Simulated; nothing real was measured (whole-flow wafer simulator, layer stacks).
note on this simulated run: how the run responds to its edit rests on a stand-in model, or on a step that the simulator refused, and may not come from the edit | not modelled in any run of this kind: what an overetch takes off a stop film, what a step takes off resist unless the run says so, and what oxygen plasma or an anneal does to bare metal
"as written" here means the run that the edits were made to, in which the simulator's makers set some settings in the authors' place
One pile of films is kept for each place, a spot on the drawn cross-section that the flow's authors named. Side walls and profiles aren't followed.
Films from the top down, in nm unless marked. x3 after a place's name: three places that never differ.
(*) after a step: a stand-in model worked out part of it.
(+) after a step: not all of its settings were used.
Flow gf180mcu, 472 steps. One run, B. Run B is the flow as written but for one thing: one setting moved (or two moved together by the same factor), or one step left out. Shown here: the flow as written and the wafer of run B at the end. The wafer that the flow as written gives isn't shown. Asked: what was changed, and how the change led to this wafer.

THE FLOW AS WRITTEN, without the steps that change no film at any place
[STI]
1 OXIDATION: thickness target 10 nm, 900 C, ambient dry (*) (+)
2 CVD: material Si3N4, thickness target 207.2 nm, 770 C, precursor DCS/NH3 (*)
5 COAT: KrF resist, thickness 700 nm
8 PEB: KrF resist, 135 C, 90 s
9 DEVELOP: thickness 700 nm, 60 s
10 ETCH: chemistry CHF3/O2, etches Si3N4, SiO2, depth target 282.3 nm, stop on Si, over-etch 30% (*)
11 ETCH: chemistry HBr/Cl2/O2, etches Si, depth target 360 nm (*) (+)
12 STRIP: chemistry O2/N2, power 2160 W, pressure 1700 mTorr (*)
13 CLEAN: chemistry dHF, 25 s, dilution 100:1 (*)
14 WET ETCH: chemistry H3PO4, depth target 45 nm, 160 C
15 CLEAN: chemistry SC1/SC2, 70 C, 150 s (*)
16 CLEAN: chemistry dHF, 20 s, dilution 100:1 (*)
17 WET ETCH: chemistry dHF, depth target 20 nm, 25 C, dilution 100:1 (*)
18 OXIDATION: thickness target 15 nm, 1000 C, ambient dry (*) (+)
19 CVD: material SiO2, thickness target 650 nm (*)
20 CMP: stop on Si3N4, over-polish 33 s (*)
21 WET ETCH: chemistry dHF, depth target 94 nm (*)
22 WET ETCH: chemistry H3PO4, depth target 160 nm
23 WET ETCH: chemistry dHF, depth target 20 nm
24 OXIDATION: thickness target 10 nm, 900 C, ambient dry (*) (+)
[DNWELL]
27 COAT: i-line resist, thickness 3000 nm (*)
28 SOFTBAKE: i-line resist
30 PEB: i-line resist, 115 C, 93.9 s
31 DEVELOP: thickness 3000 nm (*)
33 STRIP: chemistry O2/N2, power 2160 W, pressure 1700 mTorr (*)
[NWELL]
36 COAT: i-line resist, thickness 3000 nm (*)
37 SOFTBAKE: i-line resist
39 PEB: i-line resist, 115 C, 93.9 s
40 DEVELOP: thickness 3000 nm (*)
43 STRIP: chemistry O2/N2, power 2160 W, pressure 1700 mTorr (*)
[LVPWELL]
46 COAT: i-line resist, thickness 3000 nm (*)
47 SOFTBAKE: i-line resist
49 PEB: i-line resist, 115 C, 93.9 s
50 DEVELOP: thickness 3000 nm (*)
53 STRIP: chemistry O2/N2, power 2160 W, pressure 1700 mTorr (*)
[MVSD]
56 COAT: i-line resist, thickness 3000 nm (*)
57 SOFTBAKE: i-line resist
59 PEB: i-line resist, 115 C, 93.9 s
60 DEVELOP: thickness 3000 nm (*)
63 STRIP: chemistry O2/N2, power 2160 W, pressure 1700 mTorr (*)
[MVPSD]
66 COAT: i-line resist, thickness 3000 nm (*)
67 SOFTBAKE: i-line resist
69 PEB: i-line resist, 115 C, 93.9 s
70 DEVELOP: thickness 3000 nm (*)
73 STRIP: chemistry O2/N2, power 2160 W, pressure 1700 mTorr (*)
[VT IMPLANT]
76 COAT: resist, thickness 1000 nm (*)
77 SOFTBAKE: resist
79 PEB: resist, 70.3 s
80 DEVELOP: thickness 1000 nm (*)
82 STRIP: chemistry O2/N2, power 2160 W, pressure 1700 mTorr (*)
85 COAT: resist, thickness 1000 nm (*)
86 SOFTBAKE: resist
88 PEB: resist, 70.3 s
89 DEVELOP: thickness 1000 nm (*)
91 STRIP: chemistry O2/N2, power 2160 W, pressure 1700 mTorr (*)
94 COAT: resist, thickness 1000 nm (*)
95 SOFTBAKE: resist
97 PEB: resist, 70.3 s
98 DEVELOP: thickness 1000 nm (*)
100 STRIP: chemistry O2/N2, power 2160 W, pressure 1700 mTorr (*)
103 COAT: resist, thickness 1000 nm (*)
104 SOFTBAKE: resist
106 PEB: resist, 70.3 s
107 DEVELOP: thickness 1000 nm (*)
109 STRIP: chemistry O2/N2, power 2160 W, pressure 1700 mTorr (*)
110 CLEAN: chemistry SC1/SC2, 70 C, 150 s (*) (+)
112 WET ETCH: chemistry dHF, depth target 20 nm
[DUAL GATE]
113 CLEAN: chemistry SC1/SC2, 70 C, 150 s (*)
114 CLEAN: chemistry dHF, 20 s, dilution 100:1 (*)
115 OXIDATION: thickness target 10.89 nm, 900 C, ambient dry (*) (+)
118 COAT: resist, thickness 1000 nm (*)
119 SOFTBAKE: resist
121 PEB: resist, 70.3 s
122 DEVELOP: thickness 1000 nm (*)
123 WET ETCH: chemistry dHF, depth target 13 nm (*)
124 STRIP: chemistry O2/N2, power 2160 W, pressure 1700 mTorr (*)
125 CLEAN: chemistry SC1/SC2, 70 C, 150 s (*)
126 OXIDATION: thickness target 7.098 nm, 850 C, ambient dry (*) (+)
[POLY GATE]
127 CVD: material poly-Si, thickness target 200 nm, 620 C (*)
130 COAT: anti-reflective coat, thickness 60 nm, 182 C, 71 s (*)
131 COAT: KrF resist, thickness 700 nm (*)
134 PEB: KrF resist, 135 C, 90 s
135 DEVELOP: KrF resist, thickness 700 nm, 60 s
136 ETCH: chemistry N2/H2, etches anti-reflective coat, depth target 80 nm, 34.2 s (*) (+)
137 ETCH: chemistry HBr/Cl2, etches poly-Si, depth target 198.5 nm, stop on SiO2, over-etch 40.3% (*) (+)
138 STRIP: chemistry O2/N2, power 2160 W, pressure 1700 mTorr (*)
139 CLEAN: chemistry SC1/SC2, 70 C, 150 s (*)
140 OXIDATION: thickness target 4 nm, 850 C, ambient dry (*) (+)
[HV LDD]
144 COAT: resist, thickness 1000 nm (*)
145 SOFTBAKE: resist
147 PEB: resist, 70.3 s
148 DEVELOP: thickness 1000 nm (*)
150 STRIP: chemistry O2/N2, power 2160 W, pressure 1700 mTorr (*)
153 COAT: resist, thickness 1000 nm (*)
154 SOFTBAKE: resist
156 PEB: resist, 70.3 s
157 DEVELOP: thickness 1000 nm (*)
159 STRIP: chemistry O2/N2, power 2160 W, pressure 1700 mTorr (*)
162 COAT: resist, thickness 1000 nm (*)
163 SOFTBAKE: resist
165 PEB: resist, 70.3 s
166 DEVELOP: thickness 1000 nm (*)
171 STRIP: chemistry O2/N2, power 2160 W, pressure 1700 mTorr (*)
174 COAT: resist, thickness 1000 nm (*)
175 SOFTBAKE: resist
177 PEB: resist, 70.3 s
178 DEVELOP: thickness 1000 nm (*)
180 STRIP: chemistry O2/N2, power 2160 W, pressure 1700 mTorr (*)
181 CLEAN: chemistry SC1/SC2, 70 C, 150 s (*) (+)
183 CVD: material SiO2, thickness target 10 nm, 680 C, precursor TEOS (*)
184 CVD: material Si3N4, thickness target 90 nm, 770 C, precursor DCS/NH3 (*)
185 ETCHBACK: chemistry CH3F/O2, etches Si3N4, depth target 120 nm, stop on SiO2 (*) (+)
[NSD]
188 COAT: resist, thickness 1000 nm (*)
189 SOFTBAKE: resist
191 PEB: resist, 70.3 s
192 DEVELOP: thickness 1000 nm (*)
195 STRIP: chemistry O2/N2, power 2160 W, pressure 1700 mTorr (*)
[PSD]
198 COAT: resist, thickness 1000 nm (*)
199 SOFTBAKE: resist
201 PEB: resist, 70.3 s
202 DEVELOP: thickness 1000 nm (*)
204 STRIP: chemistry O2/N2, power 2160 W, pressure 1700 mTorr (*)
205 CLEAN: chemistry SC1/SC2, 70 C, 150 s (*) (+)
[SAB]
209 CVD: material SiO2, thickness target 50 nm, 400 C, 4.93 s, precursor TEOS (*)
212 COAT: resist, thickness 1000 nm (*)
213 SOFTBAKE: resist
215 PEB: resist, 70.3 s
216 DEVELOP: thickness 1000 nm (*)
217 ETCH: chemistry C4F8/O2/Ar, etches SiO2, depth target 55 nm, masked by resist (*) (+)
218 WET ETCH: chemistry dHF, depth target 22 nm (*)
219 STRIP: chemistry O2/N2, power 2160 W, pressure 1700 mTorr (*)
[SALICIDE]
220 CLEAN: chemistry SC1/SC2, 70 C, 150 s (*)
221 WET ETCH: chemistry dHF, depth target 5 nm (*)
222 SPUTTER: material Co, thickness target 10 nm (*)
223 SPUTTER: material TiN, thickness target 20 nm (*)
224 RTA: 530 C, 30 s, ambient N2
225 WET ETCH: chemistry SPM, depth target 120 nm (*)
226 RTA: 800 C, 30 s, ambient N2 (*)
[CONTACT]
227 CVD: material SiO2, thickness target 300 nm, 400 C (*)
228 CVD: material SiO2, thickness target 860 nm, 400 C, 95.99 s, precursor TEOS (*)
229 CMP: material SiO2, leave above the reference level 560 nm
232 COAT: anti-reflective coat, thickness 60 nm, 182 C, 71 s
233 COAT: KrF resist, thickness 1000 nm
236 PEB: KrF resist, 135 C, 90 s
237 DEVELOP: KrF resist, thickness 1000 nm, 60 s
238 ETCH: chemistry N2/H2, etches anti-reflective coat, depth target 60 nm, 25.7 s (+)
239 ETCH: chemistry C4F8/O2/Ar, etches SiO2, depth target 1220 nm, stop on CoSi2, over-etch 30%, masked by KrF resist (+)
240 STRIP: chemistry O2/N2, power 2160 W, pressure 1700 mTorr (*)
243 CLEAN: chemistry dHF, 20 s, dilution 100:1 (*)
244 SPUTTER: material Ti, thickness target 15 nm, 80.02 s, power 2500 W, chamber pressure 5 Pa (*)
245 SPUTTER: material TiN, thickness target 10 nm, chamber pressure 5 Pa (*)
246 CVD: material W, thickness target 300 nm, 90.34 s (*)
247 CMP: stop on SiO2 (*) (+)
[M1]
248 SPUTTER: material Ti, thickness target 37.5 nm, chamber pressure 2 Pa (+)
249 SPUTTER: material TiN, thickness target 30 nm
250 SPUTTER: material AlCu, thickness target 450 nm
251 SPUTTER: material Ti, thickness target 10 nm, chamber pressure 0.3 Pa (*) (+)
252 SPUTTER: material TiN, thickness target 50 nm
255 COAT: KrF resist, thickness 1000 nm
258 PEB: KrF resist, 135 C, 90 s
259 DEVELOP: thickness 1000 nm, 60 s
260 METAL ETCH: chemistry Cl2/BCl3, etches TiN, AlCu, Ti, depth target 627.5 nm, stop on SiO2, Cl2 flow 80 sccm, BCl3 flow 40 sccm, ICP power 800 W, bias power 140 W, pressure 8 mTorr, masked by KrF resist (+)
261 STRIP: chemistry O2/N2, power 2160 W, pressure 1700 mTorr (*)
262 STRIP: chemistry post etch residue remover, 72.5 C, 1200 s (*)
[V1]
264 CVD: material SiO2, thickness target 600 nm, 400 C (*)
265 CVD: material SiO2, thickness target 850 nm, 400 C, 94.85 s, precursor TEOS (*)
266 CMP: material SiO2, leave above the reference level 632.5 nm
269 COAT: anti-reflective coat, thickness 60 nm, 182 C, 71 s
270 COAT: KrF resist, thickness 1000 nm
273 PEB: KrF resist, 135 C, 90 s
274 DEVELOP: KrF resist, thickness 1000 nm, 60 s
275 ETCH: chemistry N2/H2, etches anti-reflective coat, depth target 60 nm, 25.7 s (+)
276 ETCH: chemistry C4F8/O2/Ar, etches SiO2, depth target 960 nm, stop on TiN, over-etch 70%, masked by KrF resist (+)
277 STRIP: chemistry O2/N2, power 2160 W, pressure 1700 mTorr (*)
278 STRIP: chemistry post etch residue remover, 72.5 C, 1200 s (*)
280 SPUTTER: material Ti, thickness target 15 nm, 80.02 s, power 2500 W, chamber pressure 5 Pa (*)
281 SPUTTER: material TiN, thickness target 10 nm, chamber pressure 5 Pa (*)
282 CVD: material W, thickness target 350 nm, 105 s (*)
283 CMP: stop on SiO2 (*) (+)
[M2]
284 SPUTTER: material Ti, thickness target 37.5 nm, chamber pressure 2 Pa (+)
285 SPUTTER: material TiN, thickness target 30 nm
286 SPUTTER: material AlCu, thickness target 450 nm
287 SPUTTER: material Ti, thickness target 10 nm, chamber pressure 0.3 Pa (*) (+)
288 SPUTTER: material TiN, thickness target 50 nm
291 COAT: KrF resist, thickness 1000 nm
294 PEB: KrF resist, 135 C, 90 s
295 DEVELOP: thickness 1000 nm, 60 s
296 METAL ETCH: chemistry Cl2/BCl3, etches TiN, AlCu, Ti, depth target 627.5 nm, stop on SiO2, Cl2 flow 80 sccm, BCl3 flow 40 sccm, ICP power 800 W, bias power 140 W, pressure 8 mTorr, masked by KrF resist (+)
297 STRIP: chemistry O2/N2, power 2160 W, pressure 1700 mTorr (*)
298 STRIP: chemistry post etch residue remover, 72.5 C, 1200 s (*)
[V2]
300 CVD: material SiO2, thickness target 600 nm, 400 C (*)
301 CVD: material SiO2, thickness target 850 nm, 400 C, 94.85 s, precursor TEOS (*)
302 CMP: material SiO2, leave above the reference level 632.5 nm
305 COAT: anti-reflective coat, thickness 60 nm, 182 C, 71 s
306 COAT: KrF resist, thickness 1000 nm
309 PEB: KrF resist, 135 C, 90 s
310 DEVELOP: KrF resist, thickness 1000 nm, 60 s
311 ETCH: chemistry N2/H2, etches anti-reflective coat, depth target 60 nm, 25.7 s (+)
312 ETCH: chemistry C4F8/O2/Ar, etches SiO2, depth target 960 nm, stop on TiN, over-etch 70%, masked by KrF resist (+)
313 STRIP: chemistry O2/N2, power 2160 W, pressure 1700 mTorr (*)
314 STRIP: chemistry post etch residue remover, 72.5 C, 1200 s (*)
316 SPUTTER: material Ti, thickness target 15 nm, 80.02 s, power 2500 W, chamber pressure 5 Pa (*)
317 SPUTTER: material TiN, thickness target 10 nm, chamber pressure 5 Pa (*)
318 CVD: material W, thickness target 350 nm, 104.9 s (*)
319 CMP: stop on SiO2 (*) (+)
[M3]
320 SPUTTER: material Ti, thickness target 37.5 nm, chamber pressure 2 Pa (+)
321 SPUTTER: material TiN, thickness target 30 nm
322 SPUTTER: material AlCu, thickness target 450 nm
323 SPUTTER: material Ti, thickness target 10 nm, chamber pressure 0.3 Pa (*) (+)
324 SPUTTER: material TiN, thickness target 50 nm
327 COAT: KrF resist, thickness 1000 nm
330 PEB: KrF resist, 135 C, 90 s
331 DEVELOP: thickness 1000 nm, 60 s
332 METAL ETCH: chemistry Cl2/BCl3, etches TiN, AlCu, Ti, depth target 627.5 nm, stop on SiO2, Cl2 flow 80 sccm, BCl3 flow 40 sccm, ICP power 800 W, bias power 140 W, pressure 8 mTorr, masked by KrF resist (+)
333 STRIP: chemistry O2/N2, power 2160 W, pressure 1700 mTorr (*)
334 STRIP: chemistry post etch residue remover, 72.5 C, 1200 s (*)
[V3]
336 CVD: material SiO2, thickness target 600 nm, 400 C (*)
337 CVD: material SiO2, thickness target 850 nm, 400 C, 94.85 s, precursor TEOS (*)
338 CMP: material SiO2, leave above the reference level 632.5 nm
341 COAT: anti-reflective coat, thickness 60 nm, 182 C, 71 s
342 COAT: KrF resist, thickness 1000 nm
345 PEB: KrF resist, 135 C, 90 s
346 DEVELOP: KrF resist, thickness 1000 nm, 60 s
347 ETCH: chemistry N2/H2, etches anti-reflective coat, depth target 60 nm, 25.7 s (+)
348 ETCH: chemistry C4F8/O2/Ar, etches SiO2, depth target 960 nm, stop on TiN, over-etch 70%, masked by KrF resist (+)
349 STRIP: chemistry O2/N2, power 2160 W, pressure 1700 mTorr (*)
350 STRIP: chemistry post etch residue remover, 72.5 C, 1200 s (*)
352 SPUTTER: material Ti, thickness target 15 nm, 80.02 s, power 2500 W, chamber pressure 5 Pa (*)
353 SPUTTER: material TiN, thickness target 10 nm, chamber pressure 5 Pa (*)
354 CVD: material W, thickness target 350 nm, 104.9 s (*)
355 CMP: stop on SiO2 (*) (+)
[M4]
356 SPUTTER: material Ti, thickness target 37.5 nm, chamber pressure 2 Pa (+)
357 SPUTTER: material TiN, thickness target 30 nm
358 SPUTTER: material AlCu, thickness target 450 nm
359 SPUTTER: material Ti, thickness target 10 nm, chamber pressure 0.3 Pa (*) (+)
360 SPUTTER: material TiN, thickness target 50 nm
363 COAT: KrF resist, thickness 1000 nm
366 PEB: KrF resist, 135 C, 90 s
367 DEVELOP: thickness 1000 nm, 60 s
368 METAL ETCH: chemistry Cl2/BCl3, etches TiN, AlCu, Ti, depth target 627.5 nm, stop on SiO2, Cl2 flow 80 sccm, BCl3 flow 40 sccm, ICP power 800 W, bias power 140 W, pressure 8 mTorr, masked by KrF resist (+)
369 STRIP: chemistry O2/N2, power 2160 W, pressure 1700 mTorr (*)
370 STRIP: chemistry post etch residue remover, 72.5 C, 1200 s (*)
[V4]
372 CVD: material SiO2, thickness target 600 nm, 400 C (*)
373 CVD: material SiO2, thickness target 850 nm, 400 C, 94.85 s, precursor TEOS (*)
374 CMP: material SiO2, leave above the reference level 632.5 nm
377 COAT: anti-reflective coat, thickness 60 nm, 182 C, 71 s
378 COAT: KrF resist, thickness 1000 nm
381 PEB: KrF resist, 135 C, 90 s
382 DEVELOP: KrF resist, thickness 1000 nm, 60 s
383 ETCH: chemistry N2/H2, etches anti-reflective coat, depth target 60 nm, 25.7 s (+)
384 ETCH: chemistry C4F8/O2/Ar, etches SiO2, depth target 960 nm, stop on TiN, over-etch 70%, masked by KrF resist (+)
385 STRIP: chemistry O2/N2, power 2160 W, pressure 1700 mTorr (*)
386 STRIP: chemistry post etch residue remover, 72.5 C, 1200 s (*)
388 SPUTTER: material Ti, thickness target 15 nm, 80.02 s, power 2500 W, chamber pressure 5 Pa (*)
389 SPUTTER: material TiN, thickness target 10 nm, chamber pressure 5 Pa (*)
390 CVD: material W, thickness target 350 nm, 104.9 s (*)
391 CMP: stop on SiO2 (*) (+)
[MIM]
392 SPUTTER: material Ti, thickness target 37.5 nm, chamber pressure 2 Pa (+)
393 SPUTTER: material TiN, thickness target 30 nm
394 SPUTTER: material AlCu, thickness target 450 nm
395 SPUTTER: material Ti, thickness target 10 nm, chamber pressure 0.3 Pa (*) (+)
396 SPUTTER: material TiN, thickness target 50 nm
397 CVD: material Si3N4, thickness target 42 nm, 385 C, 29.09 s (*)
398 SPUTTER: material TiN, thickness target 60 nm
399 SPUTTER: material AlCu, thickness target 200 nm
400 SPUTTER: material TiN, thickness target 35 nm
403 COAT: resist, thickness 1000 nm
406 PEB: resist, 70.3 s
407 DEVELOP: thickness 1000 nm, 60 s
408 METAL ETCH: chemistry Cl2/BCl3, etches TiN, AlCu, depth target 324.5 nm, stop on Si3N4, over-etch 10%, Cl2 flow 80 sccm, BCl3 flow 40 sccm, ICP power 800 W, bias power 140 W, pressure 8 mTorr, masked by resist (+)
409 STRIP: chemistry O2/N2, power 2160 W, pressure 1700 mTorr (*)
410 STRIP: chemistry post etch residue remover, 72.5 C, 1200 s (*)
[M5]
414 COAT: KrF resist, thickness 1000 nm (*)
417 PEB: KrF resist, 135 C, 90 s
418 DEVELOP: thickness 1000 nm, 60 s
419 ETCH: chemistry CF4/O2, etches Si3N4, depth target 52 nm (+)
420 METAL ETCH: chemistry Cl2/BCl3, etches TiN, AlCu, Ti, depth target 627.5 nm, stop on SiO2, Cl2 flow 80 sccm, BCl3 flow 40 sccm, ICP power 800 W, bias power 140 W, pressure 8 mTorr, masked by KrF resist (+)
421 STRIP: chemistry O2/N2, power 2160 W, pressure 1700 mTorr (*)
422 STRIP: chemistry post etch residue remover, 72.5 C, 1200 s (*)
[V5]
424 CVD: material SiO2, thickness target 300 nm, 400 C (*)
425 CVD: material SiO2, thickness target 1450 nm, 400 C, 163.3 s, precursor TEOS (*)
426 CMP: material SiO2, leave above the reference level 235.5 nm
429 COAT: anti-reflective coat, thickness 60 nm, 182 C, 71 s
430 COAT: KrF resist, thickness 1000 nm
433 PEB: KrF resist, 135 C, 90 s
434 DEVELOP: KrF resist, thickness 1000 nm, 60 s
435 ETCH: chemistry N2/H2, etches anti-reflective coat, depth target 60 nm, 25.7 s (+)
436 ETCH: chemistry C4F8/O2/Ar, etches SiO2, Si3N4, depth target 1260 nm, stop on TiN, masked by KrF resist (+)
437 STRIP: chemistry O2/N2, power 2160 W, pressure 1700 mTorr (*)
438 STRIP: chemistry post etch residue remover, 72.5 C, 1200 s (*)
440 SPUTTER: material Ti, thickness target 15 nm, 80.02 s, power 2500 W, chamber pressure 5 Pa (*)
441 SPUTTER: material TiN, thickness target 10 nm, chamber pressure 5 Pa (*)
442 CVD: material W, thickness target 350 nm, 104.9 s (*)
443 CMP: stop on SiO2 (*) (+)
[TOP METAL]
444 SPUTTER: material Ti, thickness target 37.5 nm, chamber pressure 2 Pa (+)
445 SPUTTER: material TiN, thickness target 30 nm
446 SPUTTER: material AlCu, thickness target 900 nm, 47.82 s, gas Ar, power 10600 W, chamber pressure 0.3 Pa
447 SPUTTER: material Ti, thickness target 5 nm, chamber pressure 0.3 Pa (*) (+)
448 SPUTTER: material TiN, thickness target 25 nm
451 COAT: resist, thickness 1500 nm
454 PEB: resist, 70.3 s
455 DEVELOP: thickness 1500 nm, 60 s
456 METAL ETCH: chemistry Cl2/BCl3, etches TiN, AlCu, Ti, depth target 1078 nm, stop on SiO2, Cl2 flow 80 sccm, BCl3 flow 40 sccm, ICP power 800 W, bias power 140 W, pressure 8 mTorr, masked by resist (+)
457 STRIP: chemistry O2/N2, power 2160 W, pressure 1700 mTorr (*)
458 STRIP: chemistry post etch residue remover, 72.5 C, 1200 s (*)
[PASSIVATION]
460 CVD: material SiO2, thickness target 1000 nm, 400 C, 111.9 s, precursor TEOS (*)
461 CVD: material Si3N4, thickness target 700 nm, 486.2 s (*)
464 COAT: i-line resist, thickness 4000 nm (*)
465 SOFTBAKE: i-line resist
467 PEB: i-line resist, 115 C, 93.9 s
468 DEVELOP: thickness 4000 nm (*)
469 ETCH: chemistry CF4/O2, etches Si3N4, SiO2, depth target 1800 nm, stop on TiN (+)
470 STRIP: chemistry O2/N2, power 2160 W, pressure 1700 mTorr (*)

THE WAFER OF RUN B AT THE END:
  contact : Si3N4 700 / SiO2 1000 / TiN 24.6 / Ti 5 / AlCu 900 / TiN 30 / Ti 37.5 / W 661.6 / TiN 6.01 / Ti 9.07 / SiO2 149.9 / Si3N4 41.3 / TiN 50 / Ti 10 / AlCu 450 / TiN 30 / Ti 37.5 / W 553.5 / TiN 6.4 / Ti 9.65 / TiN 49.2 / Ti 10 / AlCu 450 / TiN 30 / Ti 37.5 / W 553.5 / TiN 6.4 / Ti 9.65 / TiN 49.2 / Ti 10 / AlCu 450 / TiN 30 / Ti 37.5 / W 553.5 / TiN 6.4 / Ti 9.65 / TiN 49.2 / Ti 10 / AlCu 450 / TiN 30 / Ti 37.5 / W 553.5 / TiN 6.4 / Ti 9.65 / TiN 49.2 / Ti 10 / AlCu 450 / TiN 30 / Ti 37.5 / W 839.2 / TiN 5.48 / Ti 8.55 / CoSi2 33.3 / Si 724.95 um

The cause: step 436, ETCH: depth target 680 nm was run, where the flow has depth target 1260 nm.

How the change led to this, step by step:
  436 ETCH: chemistry C4F8/O2/Ar, etches SiO2, Si3N4, depth target 1260 nm, stop on TiN, masked by KrF resist (+)
      contact: SiO2 -680 (as written it would be: SiO2 -829.9 (all of it), Si3N4 -41.3 (all of it))
      field, field__w1, field__w2 and 108 more: KrF resist -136 (as written it would be: KrF resist -252)
  437 STRIP: chemistry O2/N2, power 2160 W, pressure 1700 mTorr (*)
      field, field__w1, field__w2 and 108 more: KrF resist -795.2 (all of it), anti-reflective coat -60 (all of it) (as written it would be: KrF resist -679.2 (all of it), anti-reflective coat -60 (all of it))
  440 SPUTTER: material Ti, thickness target 15 nm, 80.02 s, power 2500 W, chamber pressure 5 Pa (*)
      contact: Ti +9.07 (new film) (as written it would be: Ti +8.12 (new film))
  441 SPUTTER: material TiN, thickness target 10 nm, chamber pressure 5 Pa (*)
      contact: TiN +6.01 (new film) (as written it would be: TiN +5.38 (new film))
  442 CVD: material W, thickness target 350 nm, 104.9 s (*)
      contact: W +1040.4 (new film) (as written it would be: W +1233.6 (new film))
Counting metal films that touch as one body, contact has 2 bodies (between them, from the top down: SiO2 149.9 / Si3N4 41.3); the flow as written gives 1 body.
